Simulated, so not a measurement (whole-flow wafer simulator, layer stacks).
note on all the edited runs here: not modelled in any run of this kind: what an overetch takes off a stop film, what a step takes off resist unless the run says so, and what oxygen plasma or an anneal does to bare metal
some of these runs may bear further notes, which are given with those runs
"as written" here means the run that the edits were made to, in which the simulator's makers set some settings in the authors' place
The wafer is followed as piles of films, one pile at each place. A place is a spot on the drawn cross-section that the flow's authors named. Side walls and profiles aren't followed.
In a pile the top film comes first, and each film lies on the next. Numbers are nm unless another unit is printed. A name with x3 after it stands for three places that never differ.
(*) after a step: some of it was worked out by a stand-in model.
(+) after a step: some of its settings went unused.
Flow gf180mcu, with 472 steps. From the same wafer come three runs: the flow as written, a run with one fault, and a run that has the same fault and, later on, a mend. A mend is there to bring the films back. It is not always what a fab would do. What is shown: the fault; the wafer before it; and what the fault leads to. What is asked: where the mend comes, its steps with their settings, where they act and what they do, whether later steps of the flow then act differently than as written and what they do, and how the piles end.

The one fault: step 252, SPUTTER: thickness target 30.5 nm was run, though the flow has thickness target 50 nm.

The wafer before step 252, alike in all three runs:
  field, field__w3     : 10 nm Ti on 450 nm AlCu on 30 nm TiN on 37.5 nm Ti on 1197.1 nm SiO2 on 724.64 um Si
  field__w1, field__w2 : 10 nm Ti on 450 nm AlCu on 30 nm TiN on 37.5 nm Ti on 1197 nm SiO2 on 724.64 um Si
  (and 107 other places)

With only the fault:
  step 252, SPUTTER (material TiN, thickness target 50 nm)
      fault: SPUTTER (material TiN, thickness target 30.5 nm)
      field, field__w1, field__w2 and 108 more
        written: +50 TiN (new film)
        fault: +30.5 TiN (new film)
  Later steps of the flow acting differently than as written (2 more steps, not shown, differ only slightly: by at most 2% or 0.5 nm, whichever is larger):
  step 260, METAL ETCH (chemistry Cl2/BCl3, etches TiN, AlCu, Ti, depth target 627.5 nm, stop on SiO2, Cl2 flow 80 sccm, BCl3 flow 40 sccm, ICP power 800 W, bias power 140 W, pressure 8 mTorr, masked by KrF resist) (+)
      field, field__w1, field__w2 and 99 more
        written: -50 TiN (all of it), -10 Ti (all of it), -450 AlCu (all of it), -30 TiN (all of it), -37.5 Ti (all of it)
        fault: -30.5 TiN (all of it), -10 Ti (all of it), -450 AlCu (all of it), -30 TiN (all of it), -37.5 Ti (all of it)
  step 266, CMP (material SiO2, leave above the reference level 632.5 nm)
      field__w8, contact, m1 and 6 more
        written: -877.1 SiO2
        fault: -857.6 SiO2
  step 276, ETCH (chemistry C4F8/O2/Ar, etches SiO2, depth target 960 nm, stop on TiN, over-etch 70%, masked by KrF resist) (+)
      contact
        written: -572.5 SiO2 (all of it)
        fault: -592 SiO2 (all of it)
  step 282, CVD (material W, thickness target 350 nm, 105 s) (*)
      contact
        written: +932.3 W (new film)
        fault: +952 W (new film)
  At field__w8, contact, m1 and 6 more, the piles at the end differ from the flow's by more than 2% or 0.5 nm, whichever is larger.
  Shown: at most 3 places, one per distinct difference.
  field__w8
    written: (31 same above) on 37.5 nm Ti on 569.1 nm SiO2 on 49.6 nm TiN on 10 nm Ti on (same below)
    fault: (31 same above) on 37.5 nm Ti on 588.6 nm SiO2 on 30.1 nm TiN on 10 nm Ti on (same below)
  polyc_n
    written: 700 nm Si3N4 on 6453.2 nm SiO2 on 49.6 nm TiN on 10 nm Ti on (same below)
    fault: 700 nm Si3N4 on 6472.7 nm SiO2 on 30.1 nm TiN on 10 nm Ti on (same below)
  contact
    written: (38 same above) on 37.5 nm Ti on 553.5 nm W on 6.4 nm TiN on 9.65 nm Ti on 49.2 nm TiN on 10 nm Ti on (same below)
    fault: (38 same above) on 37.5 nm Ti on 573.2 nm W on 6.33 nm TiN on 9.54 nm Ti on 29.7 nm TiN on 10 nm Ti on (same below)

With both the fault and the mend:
  After step 259 comes the mend.
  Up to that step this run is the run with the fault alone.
  step 259a, STRIP (chemistry O2/N2, power 2160 W, pressure 1700 mTorr) (*)
      field__w8, contact, m1 and 6 more
        -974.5 KrF resist (all of it)
  step 259b, SPUTTER (material TiN, thickness target 19.5 nm) (the flow's step 252, run once more with other settings)
      field, field__w1, field__w2 and 108 more
        +19.5 TiN
  step 259c, HMDS (120 C, 60 s) (the flow's step 254, run once more)
      alters no film at any place that is followed
  step 259d, COAT (KrF resist, thickness 1000 nm) (the flow's step 255, run once more)
      field, field__w1, field__w2 and 108 more
        +1000 KrF resist (new film)
  step 259e, SOFTBAKE (KrF resist) (the flow's step 256, run once more)
      alters no film at any place that is followed
  step 259f, EXPOSE (photomask Metal1) (the flow's step 257, run once more)
      alters no film at any place that is followed
  step 259g, PEB (KrF resist, 135 C, 90 s) (the flow's step 258, run once more)
      field, field__w1, field__w2 and 108 more
        -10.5 KrF resist
  step 259h, DEVELOP (thickness 1000 nm, 60 s) (the flow's step 259, run once more)
      field, field__w1, field__w2 and 99 more
        -989.5 KrF resist (all of it)
      field__w8, contact, m1 and 6 more
        -14.9 KrF resist
  None of the later steps of the flow acts differently than as written at any place that is followed.
  At every place that both follow, the piles at the end match the flow's.
